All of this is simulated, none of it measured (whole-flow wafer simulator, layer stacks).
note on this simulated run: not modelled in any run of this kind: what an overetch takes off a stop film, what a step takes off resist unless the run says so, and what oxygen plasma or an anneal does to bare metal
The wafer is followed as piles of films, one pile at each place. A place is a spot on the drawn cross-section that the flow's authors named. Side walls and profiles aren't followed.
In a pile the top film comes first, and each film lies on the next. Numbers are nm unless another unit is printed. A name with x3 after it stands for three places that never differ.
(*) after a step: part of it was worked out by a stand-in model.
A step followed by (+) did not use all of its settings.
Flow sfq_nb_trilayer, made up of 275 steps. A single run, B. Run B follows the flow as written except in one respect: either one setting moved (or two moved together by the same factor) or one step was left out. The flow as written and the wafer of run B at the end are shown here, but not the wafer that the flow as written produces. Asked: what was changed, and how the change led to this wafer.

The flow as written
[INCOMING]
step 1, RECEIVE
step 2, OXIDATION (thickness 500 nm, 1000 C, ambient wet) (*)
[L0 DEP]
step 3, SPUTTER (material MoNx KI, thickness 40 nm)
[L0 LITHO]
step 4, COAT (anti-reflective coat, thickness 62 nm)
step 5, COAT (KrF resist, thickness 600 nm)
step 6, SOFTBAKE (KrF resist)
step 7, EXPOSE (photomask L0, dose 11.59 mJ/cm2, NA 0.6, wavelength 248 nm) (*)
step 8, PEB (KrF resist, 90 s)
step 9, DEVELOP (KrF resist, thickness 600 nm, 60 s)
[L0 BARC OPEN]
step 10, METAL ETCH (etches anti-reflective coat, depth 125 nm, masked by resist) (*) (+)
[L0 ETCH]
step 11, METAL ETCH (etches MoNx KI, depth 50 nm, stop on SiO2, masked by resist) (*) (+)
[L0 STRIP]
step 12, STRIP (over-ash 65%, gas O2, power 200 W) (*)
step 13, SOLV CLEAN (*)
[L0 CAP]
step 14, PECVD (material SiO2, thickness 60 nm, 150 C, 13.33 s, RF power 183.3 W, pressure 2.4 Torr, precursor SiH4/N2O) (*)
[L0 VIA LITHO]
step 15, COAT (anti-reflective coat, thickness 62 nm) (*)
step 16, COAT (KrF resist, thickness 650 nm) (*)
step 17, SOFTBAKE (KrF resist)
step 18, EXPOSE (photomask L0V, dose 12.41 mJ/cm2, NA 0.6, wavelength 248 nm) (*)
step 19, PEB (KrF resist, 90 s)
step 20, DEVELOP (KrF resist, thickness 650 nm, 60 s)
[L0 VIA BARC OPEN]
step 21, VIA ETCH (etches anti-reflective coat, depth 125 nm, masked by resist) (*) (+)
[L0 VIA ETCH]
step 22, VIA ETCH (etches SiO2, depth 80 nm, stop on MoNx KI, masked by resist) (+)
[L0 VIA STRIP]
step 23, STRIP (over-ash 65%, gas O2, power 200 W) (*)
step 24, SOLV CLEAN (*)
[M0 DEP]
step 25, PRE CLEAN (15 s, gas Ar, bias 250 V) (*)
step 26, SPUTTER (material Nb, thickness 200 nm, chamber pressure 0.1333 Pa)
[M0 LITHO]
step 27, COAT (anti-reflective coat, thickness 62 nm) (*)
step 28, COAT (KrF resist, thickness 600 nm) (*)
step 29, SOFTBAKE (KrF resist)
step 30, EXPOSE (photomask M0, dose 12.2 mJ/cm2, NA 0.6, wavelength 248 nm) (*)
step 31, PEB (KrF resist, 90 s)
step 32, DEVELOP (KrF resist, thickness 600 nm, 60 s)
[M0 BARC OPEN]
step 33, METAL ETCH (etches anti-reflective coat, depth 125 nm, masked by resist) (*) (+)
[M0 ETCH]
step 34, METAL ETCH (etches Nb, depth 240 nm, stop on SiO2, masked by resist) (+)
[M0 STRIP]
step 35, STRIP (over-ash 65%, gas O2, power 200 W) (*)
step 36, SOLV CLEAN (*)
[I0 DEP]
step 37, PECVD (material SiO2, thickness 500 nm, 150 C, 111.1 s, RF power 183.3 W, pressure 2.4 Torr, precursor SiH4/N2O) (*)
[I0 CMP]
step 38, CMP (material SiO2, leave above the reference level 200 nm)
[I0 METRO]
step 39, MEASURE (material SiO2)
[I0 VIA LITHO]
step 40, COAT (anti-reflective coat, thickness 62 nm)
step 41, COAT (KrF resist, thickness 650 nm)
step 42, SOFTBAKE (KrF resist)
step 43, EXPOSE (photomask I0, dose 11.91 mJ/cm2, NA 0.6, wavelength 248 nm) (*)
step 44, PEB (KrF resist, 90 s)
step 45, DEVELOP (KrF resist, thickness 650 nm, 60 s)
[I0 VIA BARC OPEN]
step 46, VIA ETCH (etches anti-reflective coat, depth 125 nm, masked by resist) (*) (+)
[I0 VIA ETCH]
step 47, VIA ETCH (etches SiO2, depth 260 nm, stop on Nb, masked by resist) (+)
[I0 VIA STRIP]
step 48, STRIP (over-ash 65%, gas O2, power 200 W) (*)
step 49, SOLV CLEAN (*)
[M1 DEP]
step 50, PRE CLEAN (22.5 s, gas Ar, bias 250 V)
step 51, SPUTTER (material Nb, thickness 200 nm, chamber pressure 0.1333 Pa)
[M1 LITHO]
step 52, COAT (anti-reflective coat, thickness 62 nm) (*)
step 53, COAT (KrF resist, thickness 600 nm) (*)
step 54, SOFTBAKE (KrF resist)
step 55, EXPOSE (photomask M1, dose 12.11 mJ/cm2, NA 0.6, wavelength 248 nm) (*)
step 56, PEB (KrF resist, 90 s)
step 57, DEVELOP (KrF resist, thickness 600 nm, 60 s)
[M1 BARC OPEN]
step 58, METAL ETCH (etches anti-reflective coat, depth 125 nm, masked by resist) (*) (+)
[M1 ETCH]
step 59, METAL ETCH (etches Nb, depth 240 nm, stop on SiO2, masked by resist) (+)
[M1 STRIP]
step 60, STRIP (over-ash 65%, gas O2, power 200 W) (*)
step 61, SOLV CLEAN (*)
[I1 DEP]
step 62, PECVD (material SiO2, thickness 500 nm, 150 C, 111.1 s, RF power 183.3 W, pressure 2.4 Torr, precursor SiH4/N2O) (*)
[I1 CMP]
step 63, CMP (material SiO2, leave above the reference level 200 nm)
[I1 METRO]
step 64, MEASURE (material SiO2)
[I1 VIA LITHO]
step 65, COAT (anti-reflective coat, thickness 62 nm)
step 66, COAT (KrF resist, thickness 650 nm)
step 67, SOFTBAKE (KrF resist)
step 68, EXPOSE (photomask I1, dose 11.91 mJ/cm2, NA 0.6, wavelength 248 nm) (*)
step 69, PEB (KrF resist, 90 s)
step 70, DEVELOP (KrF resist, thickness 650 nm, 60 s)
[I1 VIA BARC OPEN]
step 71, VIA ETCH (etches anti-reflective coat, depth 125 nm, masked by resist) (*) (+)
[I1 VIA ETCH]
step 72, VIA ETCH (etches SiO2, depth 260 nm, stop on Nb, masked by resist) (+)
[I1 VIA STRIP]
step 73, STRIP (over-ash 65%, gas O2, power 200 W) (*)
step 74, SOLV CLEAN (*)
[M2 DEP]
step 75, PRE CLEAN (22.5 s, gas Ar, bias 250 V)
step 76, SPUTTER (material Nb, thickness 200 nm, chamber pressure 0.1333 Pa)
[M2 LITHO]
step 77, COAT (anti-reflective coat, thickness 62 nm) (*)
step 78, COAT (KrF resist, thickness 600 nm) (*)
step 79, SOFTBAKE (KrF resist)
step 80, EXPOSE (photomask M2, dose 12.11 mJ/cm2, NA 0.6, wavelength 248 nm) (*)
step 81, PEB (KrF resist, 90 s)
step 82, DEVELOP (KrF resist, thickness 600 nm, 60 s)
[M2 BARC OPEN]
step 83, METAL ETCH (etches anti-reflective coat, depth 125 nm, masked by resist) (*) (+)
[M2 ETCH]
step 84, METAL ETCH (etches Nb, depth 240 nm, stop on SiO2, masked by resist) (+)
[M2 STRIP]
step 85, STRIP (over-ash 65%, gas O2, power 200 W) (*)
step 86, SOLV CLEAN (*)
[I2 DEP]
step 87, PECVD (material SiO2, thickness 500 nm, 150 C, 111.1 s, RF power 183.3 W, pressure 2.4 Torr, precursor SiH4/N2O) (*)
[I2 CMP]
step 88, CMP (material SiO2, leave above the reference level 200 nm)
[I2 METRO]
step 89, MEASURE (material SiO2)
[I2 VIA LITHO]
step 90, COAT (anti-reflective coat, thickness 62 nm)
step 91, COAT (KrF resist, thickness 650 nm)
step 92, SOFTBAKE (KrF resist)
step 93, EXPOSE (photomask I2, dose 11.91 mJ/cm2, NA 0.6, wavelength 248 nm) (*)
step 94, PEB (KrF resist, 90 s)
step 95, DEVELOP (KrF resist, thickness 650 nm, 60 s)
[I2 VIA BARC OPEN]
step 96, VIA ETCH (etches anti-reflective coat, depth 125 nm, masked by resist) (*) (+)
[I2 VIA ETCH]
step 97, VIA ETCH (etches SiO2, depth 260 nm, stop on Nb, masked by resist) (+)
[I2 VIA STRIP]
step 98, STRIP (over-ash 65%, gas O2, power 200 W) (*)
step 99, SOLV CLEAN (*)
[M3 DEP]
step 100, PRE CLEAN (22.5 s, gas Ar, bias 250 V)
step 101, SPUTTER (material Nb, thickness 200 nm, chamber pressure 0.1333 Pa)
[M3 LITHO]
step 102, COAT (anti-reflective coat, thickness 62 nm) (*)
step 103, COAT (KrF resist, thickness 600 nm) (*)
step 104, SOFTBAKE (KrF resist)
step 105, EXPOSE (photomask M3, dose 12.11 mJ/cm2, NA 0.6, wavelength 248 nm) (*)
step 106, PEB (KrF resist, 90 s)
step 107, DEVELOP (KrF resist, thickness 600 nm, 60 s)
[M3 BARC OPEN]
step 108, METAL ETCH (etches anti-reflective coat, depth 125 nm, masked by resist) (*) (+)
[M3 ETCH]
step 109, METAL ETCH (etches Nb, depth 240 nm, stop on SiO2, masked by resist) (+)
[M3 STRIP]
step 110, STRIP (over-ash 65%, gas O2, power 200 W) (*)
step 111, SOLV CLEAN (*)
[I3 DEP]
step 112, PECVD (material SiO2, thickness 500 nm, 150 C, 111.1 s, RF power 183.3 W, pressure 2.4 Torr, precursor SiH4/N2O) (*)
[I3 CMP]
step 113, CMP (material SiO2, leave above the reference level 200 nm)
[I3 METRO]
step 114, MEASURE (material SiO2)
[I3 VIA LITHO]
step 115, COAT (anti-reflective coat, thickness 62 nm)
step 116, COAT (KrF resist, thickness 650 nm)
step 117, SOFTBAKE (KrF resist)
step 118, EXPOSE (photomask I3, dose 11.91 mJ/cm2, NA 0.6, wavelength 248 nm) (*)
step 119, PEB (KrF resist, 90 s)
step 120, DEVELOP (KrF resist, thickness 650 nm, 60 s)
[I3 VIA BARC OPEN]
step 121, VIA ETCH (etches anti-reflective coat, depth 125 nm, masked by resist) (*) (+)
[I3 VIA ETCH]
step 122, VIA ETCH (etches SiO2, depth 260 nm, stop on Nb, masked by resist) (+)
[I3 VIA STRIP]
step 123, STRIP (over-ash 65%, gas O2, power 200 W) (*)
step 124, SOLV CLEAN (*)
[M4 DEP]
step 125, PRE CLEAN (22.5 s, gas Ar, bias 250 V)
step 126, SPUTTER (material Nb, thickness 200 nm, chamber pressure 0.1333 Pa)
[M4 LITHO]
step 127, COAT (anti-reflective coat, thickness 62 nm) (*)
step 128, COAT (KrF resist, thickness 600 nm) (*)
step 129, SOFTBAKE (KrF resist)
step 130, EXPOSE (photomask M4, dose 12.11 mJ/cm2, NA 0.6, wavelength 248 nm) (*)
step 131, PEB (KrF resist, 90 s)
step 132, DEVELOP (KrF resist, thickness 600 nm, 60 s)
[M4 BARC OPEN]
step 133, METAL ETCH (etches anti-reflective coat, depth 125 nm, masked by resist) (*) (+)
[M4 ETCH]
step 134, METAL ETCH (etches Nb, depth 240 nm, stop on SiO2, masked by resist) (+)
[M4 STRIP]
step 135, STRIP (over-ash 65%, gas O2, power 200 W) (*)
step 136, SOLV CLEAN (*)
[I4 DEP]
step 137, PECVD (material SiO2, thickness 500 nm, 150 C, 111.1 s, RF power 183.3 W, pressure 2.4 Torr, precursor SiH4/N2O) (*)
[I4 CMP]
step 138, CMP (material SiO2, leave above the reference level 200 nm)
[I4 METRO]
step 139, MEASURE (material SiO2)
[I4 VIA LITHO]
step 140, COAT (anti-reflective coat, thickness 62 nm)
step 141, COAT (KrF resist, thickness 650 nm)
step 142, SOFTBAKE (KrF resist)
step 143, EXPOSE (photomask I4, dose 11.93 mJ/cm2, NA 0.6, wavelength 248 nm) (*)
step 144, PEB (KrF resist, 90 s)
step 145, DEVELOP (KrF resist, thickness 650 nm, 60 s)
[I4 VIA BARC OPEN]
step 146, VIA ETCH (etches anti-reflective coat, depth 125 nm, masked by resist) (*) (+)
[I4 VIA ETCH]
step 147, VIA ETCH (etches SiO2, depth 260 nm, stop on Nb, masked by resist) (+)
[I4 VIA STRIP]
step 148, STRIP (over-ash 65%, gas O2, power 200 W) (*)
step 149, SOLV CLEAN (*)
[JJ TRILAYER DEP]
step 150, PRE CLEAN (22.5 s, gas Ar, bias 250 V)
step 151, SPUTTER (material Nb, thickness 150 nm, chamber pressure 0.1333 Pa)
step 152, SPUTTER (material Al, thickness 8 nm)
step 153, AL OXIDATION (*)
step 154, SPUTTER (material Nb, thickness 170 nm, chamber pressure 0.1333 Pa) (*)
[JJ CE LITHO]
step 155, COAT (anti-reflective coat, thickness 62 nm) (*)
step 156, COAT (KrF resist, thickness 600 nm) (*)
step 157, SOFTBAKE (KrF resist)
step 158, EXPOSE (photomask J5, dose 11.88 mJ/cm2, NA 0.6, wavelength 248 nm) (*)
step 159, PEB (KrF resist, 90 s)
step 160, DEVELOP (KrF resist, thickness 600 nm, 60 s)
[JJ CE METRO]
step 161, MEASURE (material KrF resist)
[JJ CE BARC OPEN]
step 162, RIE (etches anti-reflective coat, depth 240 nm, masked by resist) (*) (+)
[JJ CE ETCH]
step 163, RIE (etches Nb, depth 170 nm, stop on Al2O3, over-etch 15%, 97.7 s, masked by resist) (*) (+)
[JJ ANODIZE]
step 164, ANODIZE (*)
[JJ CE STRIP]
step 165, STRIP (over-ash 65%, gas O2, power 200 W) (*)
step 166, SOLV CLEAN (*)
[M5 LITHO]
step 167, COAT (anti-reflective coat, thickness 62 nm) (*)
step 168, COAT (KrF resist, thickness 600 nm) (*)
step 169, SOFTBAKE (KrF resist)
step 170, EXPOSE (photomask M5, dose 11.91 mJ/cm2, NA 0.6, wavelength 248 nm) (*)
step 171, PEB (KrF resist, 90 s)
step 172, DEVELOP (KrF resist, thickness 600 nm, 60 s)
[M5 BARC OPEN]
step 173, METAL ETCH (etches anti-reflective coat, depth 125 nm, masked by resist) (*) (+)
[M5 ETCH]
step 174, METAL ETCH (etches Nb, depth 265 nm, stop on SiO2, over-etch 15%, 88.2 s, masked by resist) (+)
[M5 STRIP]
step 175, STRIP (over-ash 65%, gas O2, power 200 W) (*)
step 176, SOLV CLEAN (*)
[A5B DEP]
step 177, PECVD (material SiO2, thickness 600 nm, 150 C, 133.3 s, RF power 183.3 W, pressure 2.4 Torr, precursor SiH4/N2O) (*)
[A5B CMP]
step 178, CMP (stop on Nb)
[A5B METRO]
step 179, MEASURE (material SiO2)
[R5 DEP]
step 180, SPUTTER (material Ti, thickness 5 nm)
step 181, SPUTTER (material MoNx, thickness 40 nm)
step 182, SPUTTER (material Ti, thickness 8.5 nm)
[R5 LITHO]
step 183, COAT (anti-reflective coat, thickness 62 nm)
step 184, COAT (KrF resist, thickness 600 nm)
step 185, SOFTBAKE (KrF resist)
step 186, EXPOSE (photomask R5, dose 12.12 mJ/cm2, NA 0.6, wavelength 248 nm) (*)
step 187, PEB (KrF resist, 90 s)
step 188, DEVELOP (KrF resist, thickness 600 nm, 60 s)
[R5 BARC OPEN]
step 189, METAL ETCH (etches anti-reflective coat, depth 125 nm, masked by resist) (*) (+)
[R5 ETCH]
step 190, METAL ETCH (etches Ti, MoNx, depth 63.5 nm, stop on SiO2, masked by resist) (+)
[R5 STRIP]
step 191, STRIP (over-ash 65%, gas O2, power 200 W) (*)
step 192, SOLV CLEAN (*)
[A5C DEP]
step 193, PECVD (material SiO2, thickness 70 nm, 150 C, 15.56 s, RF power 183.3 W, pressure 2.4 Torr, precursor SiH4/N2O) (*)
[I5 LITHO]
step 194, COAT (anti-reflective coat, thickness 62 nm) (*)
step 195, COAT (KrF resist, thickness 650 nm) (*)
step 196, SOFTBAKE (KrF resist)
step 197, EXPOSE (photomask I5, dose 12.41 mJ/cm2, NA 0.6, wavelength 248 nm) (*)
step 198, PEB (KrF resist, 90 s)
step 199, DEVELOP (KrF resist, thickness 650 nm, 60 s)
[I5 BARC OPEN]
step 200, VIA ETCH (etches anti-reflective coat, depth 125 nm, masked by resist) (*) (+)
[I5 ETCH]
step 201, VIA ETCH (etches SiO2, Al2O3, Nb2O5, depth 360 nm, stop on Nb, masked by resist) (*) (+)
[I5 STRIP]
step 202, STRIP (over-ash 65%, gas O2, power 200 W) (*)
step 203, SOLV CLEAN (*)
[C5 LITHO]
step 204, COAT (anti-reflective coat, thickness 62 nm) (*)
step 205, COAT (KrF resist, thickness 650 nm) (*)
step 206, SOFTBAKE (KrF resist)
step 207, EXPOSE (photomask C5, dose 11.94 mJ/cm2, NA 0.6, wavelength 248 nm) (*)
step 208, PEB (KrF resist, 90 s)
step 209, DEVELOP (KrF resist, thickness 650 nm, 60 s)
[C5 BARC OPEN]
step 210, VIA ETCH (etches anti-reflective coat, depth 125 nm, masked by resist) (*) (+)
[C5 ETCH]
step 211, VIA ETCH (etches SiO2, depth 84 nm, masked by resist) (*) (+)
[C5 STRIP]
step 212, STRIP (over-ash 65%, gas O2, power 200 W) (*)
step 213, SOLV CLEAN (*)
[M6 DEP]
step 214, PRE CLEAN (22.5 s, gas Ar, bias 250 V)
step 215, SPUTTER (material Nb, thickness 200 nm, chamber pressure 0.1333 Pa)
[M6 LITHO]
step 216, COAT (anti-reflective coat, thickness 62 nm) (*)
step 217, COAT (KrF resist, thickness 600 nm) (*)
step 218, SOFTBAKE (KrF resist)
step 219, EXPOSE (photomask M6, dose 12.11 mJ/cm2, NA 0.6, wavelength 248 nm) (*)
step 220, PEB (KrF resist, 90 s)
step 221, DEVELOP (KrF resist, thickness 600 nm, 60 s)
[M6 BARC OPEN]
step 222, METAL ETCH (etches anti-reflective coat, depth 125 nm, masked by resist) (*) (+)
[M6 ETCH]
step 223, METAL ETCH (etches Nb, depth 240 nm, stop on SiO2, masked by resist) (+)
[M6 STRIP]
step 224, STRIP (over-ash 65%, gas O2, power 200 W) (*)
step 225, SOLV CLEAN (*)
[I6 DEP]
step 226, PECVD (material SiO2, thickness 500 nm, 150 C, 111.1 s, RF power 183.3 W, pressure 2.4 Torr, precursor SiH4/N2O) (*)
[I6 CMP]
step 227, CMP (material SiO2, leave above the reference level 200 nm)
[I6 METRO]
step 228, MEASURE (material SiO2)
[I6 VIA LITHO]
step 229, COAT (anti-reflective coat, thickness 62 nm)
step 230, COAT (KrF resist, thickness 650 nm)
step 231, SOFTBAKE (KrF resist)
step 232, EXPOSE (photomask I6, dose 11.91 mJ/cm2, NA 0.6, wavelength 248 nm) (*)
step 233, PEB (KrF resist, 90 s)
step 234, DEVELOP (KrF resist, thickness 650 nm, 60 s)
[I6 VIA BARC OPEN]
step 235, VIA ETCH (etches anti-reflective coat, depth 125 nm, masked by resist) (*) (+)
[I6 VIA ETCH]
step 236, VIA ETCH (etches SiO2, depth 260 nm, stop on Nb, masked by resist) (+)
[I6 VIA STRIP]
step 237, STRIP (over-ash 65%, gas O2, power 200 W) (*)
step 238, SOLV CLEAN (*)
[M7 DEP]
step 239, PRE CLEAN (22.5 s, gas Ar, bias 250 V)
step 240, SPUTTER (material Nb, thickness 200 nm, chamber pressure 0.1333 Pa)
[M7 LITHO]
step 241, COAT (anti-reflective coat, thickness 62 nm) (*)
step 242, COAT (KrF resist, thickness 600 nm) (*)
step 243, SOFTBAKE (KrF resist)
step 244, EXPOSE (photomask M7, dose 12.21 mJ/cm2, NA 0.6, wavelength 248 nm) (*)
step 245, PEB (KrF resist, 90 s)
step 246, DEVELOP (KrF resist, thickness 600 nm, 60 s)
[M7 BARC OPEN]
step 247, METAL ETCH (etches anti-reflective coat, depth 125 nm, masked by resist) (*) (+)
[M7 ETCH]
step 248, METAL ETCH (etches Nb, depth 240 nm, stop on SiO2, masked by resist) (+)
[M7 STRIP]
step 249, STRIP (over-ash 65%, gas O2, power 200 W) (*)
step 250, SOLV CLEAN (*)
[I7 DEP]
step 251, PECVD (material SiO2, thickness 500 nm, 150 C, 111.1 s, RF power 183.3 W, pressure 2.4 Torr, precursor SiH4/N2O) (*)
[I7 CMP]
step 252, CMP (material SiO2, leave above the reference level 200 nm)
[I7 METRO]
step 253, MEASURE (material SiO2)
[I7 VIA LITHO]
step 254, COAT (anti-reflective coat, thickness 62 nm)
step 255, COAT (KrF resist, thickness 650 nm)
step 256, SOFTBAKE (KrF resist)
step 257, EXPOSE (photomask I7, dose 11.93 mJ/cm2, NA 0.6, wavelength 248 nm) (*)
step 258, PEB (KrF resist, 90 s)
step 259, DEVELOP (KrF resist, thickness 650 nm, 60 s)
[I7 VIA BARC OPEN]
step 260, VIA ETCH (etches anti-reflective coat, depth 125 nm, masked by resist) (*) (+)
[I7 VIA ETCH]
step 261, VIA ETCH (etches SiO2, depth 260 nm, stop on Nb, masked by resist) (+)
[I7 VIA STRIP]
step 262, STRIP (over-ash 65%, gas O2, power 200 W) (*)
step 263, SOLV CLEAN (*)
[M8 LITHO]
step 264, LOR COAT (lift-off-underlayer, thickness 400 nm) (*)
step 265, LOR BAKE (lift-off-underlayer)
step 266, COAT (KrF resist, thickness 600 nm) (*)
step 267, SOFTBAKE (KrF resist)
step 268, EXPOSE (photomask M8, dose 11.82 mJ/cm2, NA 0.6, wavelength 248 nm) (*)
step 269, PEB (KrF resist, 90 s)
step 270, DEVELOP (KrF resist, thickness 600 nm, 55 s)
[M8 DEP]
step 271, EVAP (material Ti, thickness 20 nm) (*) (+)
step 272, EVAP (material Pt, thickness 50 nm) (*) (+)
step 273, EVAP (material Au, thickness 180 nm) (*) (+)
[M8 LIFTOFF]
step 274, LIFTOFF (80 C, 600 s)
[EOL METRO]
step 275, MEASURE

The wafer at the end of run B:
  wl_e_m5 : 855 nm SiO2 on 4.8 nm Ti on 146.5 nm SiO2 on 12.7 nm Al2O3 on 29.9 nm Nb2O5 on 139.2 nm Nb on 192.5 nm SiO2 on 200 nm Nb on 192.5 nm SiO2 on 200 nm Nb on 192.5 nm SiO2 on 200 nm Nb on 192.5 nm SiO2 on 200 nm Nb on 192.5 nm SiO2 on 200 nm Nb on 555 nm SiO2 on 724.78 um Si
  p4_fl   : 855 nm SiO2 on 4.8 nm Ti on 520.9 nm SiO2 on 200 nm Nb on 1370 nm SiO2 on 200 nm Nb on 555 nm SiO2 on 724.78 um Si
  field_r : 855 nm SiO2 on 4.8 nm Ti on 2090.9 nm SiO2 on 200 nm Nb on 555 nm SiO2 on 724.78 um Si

The reason: step 181, SPUTTER: thickness 54.8 nm was run, while the flow as written has thickness 40 nm.

Step by step, how the change led to this:
  step 181, SPUTTER (material MoNx, thickness 40 nm)
      field_l, v_sur, via_wl and 103 more: +54.8 MoNx (new film) (it would be, as written: +40 MoNx (new film))
  step 190, METAL ETCH (etches Ti, MoNx, depth 63.5 nm, stop on SiO2, masked by resist) (+)
      field_l, v_sur, via_wl and 92 more: -8.5 Ti (all of it), -54.8 MoNx (all of it), -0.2 Ti (it would be, as written: -8.5 Ti (all of it), -40 MoNx (all of it), -5 Ti (all of it))
      ce_l, c5j, ce_r, wl_jj: -8.5 Ti (all of it), -54.8 MoNx (all of it), -0.2 Ti (it would be, as written: -8.5 Ti (all of it), -40 MoNx (all of it), -5 Ti (all of it), -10 Nb)
  step 193, PECVD (material SiO2, thickness 70 nm, 150 C, 15.56 s, RF power 183.3 W, pressure 2.4 Torr, precursor SiH4/N2O) (*)
      field_l, v_sur, via_wl and 92 more: +70 SiO2 (new film) (it would be, as written: +70 SiO2)
  step 194, COAT (anti-reflective coat, thickness 62 nm) (*)
      wl_j_sl, wl_j_sr: +62 anti-reflective coat (new film) (it would be, as written: +60.2 anti-reflective coat (new film))
      r5r_spacepad_l, r5r_spacepad_r: +88.7 anti-reflective coat (new film) (it would be, as written: +84.4 anti-reflective coat (new film))
      (also at 12 further places)
  step 201, VIA ETCH (etches SiO2, Al2O3, Nb2O5, depth 360 nm, stop on Nb, masked by resist) (*) (+)
      be: -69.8 SiO2 (all of it), -4.8 Ti (all of it), -146.5 SiO2 (all of it), -12.7 Al2O3 (all of it), -29.9 Nb2O5 (all of it) (it would be, as written: -216.4 SiO2 (all of it), -12.7 Al2O3 (all of it), -29.9 Nb2O5 (all of it))
  step 202, STRIP (over-ash 65%, gas O2, power 200 W) (*)
      wl_j_sl, wl_j_sr: -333 KrF resist (all of it), -62 anti-reflective coat (all of it) (it would be, as written: -333.3 KrF resist (all of it), -60.2 anti-reflective coat (all of it))
      r5r_spacepad_l, r5r_spacepad_r: -336 KrF resist (all of it), -88.7 anti-reflective coat (all of it) (it would be, as written: -335.6 KrF resist (all of it), -84.4 anti-reflective coat (all of it))
      (also at 12 further places)
  step 204, COAT (anti-reflective coat, thickness 62 nm) (*)
      wl_j_sl, wl_j_sr: +62 anti-reflective coat (new film) (it would be, as written: +60.2 anti-reflective coat (new film))
      r5r_spacepad_l, r5r_spacepad_r: +88.7 anti-reflective coat (new film) (it would be, as written: +84.4 anti-reflective coat (new film))
      (also at 12 further places)
  step 210, VIA ETCH (etches anti-reflective coat, depth 125 nm, masked by resist) (*) (+)
      c5j: -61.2 anti-reflective coat (all of it), -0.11 SiO2 (it would be, as written: -63.9 anti-reflective coat (all of it), -0.11 SiO2)
  step 211, VIA ETCH (etches SiO2, depth 84 nm, masked by resist) (*) (+)
      c5j: -69.9 SiO2 (all of it) (it would be, as written: -69.9 SiO2 (all of it), -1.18 Nb)
  step 212, STRIP (over-ash 65%, gas O2, power 200 W) (*)
      wl_j_sl, wl_j_sr: -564 KrF resist (all of it), -62 anti-reflective coat (all of it) (it would be, as written: -563.4 KrF resist (all of it), -60.2 anti-reflective coat (all of it))
      r5r_spacepad_l, r5r_spacepad_r: -566.9 KrF resist (all of it), -88.7 anti-reflective coat (all of it) (it would be, as written: -565.8 KrF resist (all of it), -84.4 anti-reflective coat (all of it))
      (also at 11 further places)
  step 214, PRE CLEAN (22.5 s, gas Ar, bias 250 V)
      c5j: -4.8 Ti (all of it) (it would be, as written: -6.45 Nb)
  step 216, COAT (anti-reflective coat, thickness 62 nm) (*)
      r5r_line_l, r5r_line_c, r5r_line_r: +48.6 anti-reflective coat (new film) (it would be, as written: +50 anti-reflective coat (new film))
      wl_j_sl, wl_j_sr: +62 anti-reflective coat (new film) (it would be, as written: +60.2 anti-reflective coat (new film))
      (also at 12 further places)
  step 222, METAL ETCH (etches anti-reflective coat, depth 125 nm, masked by resist) (*) (+)
      r5r_line_l, r5r_line_c, r5r_line_r: -48.6 anti-reflective coat (all of it) (it would be, as written: -50 anti-reflective coat (all of it))
      r5r_spacepad_l, r5r_spacepad_r: -90.7 anti-reflective coat (all of it) (it would be, as written: -85.7 anti-reflective coat (all of it))
      (also at 1 further place)
  step 224, STRIP (over-ash 65%, gas O2, power 200 W) (*)
      wl_j_sl, wl_j_sr: -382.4 KrF resist (all of it), -62 anti-reflective coat (all of it) (it would be, as written: -382.5 KrF resist (all of it), -60.2 anti-reflective coat (all of it))
      jj_sur: -378.7 KrF resist (all of it), -58.6 anti-reflective coat (all of it) (it would be, as written: -378.5 KrF resist (all of it), -56.1 anti-reflective coat (all of it))
      (also at 8 further places)
  step 227, CMP (material SiO2, leave above the reference level 200 nm)
      r5r_line_l, r5r_spacepad_l, r5r_spacepad_r, r5r_line_c, r5r_line_r: -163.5 SiO2 (it would be, as written: -153.5 SiO2)
      ce_l, ce_r, wl_jj: -300 SiO2 (it would be, as written: -290 SiO2)
      (also at 5 further places)
With metal films that touch counted as one body, wl_e_m5 has 7 bodies (between them, from the top down: SiO2 146.5 / Al2O3 12.7 / Nb2O5 29.9; SiO2 192.5; SiO2 192.5; SiO2 192.5; SiO2 192.5; SiO2 192.5); the flow as written gives 6 bodies (between them, from the top down: SiO2 192.5; SiO2 192.5; SiO2 192.5; SiO2 192.5; SiO2 192.5).
With metal films that touch counted as one body, p4_fl has 3 bodies (between them, from the top down: SiO2 520.9; SiO2 1370); the flow as written gives 2 bodies (between them, from the top down: SiO2 1370).
With metal films that touch counted as one body, field_r has 2 bodies (between them, from the top down: SiO2 2090.9); the flow as written gives 1 body.
